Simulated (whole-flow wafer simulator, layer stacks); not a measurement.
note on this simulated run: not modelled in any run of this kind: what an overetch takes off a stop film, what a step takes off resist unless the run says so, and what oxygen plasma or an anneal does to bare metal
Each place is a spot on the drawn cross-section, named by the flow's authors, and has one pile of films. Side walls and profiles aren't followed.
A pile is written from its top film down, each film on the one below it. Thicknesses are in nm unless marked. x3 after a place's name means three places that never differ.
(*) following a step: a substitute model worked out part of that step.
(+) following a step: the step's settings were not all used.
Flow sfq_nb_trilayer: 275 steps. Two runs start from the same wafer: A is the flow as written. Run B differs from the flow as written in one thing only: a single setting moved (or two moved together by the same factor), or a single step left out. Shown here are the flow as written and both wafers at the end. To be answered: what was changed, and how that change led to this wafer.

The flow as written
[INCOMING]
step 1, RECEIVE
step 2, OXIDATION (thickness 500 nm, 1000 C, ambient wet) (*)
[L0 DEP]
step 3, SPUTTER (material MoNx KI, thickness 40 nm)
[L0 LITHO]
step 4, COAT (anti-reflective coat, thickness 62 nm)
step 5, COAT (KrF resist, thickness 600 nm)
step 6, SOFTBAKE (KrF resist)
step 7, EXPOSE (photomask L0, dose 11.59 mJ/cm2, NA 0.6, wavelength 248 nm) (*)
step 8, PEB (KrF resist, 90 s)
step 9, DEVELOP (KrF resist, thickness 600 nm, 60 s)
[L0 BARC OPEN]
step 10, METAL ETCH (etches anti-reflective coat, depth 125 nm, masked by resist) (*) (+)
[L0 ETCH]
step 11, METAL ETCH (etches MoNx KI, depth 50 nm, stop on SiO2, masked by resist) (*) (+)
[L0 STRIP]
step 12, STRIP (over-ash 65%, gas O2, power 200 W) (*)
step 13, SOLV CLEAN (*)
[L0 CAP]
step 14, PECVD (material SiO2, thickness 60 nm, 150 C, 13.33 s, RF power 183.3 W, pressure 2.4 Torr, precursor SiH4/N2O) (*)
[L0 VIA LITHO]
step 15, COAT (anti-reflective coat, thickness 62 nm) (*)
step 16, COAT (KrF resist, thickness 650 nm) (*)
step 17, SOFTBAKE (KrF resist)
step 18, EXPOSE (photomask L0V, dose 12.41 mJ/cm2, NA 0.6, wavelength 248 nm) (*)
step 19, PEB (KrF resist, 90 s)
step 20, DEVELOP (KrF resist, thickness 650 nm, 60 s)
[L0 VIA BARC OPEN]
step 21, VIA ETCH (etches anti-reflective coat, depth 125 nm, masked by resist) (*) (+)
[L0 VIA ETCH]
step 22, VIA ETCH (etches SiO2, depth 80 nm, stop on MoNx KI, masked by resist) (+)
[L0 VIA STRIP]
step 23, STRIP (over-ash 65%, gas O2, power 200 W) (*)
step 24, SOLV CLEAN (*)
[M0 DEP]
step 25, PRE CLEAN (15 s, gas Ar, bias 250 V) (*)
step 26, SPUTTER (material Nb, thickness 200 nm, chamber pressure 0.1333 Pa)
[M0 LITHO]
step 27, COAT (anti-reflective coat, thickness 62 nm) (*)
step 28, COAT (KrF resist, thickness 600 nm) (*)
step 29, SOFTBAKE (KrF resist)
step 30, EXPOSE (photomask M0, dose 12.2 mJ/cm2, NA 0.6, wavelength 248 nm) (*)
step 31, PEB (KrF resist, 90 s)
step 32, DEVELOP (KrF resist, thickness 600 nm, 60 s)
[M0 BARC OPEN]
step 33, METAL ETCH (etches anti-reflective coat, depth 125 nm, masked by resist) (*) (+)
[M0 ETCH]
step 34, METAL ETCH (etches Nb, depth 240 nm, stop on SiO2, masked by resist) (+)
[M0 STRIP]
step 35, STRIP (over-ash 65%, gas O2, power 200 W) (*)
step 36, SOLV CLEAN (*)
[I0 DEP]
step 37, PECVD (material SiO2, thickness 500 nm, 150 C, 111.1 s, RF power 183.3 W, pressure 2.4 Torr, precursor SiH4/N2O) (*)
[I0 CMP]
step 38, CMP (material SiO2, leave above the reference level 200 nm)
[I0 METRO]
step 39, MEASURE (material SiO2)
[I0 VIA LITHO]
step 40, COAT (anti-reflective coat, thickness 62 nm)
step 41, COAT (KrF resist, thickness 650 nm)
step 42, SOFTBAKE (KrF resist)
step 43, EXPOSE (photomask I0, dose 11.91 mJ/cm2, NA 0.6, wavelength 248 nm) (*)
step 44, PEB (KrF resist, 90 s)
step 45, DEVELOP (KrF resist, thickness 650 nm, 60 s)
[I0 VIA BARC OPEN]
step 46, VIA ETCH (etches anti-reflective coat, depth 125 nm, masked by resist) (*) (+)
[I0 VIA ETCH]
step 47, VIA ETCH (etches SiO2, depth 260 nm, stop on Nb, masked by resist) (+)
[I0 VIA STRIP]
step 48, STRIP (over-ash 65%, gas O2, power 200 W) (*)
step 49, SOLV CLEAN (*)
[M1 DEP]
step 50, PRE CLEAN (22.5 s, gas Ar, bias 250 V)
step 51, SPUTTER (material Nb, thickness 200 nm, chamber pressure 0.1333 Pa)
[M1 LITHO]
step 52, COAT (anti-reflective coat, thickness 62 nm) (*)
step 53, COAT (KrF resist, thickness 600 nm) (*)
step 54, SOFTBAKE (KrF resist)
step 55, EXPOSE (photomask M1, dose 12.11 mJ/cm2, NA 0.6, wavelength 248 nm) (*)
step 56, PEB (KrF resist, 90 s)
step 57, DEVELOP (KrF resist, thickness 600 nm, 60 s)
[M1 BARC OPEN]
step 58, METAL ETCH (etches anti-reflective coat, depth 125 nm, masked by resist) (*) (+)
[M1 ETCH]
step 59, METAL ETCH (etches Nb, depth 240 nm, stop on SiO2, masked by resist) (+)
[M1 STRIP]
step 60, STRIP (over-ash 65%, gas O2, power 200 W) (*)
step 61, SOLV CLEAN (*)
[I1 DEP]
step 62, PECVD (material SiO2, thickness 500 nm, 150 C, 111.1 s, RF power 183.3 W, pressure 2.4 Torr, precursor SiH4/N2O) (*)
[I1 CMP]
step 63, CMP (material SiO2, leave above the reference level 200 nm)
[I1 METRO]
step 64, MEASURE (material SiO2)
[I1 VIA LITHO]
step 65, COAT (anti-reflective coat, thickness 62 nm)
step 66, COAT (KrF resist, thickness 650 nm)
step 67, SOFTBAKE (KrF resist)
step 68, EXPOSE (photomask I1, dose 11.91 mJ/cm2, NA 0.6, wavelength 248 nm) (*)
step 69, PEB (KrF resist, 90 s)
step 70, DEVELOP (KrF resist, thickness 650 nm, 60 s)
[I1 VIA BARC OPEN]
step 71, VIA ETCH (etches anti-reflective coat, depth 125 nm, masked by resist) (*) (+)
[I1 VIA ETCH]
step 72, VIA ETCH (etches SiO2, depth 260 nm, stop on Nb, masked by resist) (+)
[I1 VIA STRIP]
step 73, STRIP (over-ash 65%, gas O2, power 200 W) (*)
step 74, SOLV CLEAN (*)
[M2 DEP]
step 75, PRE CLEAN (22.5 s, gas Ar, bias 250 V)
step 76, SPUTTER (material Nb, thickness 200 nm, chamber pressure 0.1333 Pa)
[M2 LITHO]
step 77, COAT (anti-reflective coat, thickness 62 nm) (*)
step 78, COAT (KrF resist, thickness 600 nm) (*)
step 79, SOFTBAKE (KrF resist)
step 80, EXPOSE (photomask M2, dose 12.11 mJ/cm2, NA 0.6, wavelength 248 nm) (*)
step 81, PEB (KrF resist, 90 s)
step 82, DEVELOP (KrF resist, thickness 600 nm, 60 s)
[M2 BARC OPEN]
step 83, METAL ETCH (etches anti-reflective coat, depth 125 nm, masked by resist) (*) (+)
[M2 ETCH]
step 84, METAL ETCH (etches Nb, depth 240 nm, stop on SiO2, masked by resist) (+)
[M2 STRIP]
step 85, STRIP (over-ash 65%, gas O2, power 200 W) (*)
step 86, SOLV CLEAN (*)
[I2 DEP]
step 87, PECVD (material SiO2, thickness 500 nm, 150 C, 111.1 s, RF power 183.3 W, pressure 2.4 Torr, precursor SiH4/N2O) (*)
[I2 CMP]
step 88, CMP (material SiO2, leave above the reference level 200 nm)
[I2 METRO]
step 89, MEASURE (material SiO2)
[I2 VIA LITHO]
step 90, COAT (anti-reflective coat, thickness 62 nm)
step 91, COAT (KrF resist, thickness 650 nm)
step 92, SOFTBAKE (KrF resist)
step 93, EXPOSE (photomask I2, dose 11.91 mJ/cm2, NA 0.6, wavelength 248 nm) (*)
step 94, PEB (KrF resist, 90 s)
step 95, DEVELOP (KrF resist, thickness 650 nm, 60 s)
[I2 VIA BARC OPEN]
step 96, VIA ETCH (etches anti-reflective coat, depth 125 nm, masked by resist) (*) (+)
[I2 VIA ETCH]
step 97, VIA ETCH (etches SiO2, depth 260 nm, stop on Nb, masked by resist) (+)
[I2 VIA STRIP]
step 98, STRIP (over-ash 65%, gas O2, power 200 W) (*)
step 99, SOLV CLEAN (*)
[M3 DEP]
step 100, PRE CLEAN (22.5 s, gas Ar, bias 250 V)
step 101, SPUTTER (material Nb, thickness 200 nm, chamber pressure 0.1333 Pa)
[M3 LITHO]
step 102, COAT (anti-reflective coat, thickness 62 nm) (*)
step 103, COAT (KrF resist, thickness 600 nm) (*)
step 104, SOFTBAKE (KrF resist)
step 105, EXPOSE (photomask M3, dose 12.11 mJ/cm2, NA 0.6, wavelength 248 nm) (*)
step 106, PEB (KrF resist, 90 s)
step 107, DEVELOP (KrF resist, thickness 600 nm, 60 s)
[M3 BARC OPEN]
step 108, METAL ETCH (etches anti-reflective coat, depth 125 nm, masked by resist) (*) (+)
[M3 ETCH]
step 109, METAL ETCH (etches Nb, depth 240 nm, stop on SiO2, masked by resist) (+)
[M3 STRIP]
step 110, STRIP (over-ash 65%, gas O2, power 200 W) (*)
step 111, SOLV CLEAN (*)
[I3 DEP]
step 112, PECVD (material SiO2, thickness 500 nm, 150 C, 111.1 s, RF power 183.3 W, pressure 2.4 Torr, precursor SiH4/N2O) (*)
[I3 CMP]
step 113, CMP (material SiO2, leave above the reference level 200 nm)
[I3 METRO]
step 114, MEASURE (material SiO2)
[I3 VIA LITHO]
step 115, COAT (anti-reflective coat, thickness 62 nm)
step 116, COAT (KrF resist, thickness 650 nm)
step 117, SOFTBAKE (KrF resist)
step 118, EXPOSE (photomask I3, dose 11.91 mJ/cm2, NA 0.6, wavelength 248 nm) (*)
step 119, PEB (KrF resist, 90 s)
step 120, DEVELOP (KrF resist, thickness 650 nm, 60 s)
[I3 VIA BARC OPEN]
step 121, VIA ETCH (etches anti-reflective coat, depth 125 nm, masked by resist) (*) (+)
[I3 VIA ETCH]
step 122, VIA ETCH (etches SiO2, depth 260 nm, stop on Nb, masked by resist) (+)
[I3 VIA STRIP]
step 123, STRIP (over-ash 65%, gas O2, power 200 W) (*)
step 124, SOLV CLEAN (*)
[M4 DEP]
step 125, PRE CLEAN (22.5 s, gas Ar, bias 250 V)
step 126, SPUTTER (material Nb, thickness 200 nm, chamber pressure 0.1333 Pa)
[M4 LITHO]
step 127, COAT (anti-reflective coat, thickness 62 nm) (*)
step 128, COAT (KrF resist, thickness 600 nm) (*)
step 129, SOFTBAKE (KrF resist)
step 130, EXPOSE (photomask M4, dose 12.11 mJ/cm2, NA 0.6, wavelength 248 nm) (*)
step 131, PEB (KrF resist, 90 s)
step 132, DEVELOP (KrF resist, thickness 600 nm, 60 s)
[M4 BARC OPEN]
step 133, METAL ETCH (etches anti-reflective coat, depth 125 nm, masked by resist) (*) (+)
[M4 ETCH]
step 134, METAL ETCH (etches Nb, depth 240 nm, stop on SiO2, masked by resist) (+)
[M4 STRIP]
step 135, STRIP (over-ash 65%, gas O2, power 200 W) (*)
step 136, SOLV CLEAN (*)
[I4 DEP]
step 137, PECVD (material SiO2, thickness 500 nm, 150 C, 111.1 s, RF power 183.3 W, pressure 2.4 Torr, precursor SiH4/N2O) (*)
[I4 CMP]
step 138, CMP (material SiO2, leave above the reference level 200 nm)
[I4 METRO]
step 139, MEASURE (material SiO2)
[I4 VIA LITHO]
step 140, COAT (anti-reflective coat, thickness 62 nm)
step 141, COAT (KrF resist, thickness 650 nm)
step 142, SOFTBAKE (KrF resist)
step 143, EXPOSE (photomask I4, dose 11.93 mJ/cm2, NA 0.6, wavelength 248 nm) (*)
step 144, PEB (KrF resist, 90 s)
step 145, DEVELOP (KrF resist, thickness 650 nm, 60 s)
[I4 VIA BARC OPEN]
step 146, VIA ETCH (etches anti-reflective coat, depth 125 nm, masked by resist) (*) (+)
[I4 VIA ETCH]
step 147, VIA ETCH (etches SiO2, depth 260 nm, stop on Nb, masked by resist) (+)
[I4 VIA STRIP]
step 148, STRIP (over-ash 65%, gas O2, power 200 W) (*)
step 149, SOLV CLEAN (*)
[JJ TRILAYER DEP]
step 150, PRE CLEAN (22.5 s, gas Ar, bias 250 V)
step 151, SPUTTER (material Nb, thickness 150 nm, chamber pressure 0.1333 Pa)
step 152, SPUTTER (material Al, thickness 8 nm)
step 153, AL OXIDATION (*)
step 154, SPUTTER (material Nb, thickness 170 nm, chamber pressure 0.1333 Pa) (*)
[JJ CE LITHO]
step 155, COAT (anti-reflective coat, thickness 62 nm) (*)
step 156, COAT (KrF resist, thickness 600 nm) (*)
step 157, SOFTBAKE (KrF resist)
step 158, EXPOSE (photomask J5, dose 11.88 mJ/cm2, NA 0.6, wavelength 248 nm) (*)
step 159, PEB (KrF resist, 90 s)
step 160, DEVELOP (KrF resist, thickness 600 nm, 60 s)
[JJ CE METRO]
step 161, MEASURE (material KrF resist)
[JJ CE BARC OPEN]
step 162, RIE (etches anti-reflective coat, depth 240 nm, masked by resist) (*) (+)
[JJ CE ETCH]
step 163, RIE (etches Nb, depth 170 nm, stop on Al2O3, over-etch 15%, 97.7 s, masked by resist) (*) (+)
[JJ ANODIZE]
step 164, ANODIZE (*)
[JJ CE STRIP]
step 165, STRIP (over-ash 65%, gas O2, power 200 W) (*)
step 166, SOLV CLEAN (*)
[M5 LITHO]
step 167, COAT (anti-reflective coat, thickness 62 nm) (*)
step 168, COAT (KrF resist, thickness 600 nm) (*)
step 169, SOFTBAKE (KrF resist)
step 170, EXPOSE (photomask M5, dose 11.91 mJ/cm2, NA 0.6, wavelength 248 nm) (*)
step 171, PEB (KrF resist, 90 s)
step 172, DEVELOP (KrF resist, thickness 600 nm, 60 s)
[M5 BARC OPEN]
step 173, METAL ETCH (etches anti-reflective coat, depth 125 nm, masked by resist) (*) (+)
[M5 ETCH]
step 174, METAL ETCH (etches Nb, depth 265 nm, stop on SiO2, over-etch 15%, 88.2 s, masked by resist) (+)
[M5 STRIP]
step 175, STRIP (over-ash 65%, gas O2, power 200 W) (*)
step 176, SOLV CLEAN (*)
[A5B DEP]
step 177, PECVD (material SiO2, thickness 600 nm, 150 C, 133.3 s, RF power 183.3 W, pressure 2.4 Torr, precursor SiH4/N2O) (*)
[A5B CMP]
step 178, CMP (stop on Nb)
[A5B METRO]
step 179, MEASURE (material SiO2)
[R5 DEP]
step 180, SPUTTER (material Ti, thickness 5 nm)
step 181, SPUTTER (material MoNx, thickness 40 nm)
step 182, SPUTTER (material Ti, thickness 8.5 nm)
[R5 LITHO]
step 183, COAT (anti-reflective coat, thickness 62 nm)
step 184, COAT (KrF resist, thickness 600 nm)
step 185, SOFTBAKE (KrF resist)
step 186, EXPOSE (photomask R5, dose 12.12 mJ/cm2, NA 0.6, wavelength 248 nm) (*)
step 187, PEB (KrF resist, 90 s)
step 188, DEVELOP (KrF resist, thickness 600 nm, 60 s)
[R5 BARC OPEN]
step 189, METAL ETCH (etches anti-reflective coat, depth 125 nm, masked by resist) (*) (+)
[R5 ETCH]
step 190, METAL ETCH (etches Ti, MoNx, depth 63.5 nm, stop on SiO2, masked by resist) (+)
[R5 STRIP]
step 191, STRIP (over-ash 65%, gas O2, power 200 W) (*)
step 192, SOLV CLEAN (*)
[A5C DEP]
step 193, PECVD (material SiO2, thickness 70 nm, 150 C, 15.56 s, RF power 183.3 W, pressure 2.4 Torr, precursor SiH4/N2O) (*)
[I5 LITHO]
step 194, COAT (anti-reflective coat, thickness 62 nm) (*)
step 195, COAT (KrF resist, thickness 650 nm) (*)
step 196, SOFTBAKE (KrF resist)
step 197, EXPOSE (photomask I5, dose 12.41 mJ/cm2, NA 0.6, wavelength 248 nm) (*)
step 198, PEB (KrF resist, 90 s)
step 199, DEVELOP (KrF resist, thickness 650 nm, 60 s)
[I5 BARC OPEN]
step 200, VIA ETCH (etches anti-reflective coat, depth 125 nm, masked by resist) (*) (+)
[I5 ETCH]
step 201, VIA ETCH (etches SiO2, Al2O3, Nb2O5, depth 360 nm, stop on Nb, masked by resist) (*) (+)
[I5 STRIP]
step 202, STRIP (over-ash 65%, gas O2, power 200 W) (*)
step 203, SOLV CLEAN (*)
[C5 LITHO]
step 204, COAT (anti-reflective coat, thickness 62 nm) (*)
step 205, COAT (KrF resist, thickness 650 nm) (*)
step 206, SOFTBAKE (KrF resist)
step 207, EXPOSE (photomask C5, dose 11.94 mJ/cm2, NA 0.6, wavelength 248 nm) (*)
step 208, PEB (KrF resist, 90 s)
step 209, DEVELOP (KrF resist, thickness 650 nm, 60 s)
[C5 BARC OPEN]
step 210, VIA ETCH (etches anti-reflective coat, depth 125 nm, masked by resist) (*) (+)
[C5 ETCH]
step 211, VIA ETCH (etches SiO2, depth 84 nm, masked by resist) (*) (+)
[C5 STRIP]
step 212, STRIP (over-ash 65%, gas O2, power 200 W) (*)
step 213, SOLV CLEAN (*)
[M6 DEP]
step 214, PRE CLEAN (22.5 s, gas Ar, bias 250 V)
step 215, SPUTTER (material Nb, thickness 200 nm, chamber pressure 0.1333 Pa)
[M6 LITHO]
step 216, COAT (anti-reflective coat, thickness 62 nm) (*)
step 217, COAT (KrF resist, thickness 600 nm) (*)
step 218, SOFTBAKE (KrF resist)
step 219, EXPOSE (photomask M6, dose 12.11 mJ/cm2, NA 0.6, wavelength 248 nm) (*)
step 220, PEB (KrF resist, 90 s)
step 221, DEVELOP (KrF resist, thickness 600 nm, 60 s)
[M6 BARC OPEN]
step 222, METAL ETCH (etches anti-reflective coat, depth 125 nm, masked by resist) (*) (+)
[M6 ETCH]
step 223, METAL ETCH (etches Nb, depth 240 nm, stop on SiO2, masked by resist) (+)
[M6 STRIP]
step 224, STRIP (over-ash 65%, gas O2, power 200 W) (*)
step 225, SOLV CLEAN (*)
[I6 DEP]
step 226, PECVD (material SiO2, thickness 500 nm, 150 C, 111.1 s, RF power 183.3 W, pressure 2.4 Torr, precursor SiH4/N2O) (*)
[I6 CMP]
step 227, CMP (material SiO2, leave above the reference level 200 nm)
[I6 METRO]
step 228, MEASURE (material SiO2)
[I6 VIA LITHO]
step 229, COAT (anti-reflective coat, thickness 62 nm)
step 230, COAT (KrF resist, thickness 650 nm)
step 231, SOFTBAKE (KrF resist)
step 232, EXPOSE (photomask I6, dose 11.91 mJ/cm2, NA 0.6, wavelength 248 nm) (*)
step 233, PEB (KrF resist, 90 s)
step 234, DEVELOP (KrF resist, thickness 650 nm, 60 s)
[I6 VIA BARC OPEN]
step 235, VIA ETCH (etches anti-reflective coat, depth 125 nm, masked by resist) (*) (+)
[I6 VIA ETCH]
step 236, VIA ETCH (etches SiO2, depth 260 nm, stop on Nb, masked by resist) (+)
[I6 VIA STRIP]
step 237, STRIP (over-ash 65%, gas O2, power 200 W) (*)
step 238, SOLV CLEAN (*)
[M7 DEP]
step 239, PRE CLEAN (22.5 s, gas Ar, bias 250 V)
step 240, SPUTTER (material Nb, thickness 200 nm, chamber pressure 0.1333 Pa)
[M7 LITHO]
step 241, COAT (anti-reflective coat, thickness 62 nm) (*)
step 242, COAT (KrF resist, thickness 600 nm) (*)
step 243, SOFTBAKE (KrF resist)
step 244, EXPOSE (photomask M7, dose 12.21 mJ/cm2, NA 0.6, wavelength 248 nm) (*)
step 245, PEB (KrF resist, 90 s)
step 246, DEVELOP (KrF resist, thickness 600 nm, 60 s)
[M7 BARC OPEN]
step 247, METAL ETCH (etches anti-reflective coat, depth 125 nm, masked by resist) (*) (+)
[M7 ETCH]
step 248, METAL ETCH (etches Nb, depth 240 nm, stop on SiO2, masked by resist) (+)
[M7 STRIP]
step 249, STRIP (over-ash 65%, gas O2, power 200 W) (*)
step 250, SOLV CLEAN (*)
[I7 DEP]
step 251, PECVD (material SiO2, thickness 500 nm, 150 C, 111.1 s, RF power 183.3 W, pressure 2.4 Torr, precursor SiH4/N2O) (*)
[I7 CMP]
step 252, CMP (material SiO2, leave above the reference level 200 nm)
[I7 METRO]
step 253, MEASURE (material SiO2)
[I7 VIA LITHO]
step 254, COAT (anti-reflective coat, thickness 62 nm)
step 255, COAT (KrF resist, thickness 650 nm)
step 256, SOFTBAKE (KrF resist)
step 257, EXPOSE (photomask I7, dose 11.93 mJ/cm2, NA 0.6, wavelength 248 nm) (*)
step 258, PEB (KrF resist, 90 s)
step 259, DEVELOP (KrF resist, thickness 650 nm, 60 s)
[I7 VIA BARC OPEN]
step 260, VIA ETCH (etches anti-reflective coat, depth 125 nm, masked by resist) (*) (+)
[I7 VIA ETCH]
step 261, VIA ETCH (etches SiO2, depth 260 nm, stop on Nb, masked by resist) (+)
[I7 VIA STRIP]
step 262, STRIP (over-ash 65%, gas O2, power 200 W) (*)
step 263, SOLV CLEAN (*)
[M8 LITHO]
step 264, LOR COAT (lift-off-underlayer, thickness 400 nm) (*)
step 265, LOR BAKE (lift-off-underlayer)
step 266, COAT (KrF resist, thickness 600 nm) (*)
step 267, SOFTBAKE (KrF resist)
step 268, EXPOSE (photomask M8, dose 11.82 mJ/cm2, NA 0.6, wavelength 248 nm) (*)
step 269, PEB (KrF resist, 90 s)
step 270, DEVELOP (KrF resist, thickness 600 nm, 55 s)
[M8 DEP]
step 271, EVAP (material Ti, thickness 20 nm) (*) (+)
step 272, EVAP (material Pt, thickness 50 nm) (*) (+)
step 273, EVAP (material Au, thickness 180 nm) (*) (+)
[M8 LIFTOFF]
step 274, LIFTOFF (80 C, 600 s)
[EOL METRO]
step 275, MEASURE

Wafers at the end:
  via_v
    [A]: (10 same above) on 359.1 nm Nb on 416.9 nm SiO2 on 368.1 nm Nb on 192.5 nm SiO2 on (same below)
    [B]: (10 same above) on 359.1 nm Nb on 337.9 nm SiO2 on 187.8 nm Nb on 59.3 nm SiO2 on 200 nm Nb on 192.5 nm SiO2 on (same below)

What caused this: step 72, VIA ETCH: depth 133 nm was run, while the flow as written has depth 260 nm.

How this came from the change, step by step:
  step 72, VIA ETCH (etches SiO2, depth 260 nm, stop on Nb, masked by resist) (+)
      via_v: A SiO2 loses 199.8 (all of it) | B SiO2 loses 133
      field_l, v_sur, via_wl and 102 more: A KrF resist loses 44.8 | B KrF resist loses 22.9
  step 73, STRIP (over-ash 65%, gas O2, power 200 W) (*)
      field_l, v_sur, via_wl and 102 more: A KrF resist loses 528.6 (all of it), anti-reflective coat loses 62 (all of it) | B KrF resist loses 550.5 (all of it), anti-reflective coat loses 62 (all of it)
  step 75, PRE CLEAN (22.5 s, gas Ar, bias 250 V)
      via_v: A Nb loses 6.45 | B SiO2 loses 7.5
  step 76, SPUTTER (material Nb, thickness 200 nm, chamber pressure 0.1333 Pa)
      via_v: A Nb gains 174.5 | B Nb gains 187.8 (new film)
  step 77, COAT (anti-reflective coat, thickness 62 nm) (*)
      via_sp: A anti-reflective coat gains 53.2 (new film) | B anti-reflective coat gains 54.5 (new film)
      via_v: A anti-reflective coat gains 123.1 (new film) | B anti-reflective coat gains 108.3 (new film)
      (and at 1 other place as well)
  step 78, COAT (KrF resist, thickness 600 nm) (*)
      via_v: A KrF resist gains 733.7 (new film) | B KrF resist gains 680.1 (new film)
  step 85, STRIP (over-ash 65%, gas O2, power 200 W) (*)
      via_sp: A KrF resist loses 374.4 (all of it), anti-reflective coat loses 53.2 (all of it) | B KrF resist loses 378.8 (all of it), anti-reflective coat loses 54.5 (all of it)
      via_v: A KrF resist loses 515.8 (all of it), anti-reflective coat loses 123.1 (all of it) | B KrF resist loses 462.3 (all of it), anti-reflective coat loses 108.3 (all of it)
      (and at 1 other place as well)
  step 87, PECVD (material SiO2, thickness 500 nm, 150 C, 111.1 s, RF power 183.3 W, pressure 2.4 Torr, precursor SiH4/N2O) (*)
      via_v: A SiO2 gains 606 (new film) | B SiO2 gains 502.5 (new film)
  step 88, CMP (material SiO2, leave above the reference level 200 nm)
      via_v: A SiO2 loses 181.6 | B SiO2 loses 157.1
If metal films that touch count as one body, via_v has 7 bodies (between them, from the top down: SiO2 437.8; SiO2 209 / Al2O3 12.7 / Nb2O5 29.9; SiO2 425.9; SiO2 337.9; SiO2 59.3; SiO2 192.5); the flow as written gives 6 bodies (between them, from the top down: SiO2 437.8; SiO2 209 / Al2O3 12.7 / Nb2O5 29.9; SiO2 425.9; SiO2 416.9; SiO2 192.5).
